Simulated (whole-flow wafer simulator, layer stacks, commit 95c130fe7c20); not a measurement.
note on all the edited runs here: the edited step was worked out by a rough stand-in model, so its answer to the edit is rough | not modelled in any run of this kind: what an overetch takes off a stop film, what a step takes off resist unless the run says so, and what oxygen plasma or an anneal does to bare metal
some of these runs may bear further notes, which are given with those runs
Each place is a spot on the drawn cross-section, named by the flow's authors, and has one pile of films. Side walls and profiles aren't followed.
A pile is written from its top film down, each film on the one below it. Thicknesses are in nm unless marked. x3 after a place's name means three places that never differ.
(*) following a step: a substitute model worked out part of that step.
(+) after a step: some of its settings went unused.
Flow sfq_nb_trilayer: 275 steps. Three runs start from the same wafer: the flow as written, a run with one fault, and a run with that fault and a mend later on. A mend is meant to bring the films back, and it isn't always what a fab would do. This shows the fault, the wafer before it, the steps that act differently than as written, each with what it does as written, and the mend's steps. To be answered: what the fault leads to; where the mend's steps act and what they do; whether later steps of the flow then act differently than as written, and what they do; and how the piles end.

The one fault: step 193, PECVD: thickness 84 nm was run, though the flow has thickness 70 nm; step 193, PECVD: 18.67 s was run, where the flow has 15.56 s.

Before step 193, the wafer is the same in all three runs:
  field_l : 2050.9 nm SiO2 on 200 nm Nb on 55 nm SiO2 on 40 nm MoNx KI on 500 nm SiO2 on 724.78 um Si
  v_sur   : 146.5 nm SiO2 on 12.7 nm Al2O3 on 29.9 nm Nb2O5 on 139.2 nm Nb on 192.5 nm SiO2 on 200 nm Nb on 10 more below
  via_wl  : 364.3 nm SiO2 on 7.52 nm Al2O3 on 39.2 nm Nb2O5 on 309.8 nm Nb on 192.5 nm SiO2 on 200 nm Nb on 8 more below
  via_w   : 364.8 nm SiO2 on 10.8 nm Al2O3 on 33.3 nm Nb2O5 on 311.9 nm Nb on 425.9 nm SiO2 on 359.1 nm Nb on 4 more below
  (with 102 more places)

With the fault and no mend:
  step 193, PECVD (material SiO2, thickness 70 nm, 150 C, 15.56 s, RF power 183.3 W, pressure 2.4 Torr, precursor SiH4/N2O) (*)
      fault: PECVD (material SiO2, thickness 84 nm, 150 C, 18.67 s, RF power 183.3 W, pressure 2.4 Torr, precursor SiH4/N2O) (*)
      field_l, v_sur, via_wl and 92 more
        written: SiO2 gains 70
        fault: SiO2 gains 84
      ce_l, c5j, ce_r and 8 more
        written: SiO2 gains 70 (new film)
        fault: SiO2 gains 84 (new film)
  Steps later in the flow that act otherwise than as written (13 other steps are not shown; they differ only slightly, by no more than 2% or 0.5 nm, whichever is larger):
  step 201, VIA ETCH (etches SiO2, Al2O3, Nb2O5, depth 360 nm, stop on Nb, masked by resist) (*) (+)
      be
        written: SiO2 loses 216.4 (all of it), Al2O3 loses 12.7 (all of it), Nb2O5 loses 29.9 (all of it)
        fault: SiO2 loses 230.4 (all of it), Al2O3 loses 12.7 (all of it), Nb2O5 loses 29.9 (all of it)
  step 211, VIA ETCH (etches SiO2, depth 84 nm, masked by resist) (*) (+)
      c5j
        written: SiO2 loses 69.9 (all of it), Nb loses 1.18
        fault: SiO2 loses 83.9 (all of it)
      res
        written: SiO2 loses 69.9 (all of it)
        fault: SiO2 loses 83.9 (all of it)
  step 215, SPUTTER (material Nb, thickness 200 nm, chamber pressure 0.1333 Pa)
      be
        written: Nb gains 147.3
        fault: Nb gains 144.2
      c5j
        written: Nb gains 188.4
        fault: Nb gains 183.7
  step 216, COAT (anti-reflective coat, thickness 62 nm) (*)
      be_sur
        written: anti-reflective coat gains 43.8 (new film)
        fault: anti-reflective coat gains 42.8 (new film)
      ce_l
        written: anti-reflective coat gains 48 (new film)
        fault: anti-reflective coat gains 44.6 (new film)
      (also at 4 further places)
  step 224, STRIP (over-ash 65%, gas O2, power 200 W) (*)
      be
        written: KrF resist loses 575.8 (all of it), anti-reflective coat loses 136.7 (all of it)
        fault: KrF resist loses 587.8 (all of it), anti-reflective coat loses 139 (all of it)
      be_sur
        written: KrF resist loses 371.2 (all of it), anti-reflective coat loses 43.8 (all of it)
        fault: KrF resist loses 370.1 (all of it), anti-reflective coat loses 42.8 (all of it)
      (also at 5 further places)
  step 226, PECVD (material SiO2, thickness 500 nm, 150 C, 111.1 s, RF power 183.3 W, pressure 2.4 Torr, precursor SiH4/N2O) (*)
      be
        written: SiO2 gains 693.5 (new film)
        fault: SiO2 gains 710.6 (new film)
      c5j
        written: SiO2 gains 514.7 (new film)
        fault: SiO2 gains 532.3 (new film)
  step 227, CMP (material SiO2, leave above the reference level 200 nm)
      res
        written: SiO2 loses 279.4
        fault: SiO2 loses 262.5
  By the end, the piles at v_sur, via_wl, via_w and 29 more depart from the flow's by more than 2% or 0.5 nm, whichever is larger.
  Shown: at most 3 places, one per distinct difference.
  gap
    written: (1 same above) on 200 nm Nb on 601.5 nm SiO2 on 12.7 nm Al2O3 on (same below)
    fault: (1 same above) on 200 nm Nb on 615.5 nm SiO2 on 12.7 nm Al2O3 on (same below)
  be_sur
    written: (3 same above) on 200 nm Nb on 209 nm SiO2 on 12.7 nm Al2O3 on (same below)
    fault: (3 same above) on 200 nm Nb on 223 nm SiO2 on 12.7 nm Al2O3 on (same below)
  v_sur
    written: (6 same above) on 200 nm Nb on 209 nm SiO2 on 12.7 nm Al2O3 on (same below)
    fault: (6 same above) on 200 nm Nb on 223 nm SiO2 on 12.7 nm Al2O3 on (same below)

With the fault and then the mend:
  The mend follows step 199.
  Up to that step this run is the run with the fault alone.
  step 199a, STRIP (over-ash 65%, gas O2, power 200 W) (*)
      p4_fl x3, p4_w1 x9, p4_g1 x2 and 33 more
        KrF resist loses 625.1 (all of it), anti-reflective coat loses 62 (all of it)
      wl_b_m5, wl_b_sr, wl_c_sl and 12 more
        KrF resist loses 625 (all of it), anti-reflective coat loses 62 (all of it)
      field_l, v_sur, via_wl, via_w
        KrF resist loses 625.7 (all of it), anti-reflective coat loses 62.2 (all of it)
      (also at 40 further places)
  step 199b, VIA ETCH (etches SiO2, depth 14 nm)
      field_l, v_sur, via_wl and 103 more
        SiO2 loses 14
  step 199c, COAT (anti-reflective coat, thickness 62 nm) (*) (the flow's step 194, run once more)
      p4_fl x3, p4_w1 x9, p4_g1 x2 and 50 more
        anti-reflective coat gains 62 (new film)
      via_wr, via_sp, via_v, wire, lsp_r, l0_sur, l0v
        anti-reflective coat gains 62.3 (new film)
      be, be_sur, gap, lsp_m, ln_m6
        anti-reflective coat gains 62.4 (new film)
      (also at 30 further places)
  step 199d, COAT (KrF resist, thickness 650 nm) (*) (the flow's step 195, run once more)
      p4_fl x3, p4_w1 x9, p4_g1 x2 and 33 more
        KrF resist gains 650 (new film)
      wl_b_m5, wl_b_sr, wl_c_sl and 12 more
        KrF resist gains 649.9 (new film)
      field_l, v_sur, via_wl, via_w
        KrF resist gains 650.6 (new film)
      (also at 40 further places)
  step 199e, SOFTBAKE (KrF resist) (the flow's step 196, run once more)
      does not change any film at any place that is followed
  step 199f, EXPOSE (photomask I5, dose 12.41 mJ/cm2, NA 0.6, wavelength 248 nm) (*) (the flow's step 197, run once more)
      does not change any film at any place that is followed
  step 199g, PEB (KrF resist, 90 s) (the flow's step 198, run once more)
      field_l, v_sur, via_wl and 87 more
        KrF resist loses 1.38
      jj_sur, ce_l, sp_r, moat, field_r, wl_jj
        KrF resist loses 1.39
      be_r, r_sur, res, r_end
        KrF resist loses 1.33
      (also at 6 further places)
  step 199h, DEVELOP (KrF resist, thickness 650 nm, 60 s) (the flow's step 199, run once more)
      field_l, v_sur, via_wl and 102 more
        KrF resist loses 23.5
      be
        KrF resist loses 649.8 (all of it)
  Later steps of the flow that are run all act as written at every place that is followed, up to a difference of at most 2% or 0.5 nm, whichever is larger.
  By the end, the piles equal the flow's at every place that both follow.
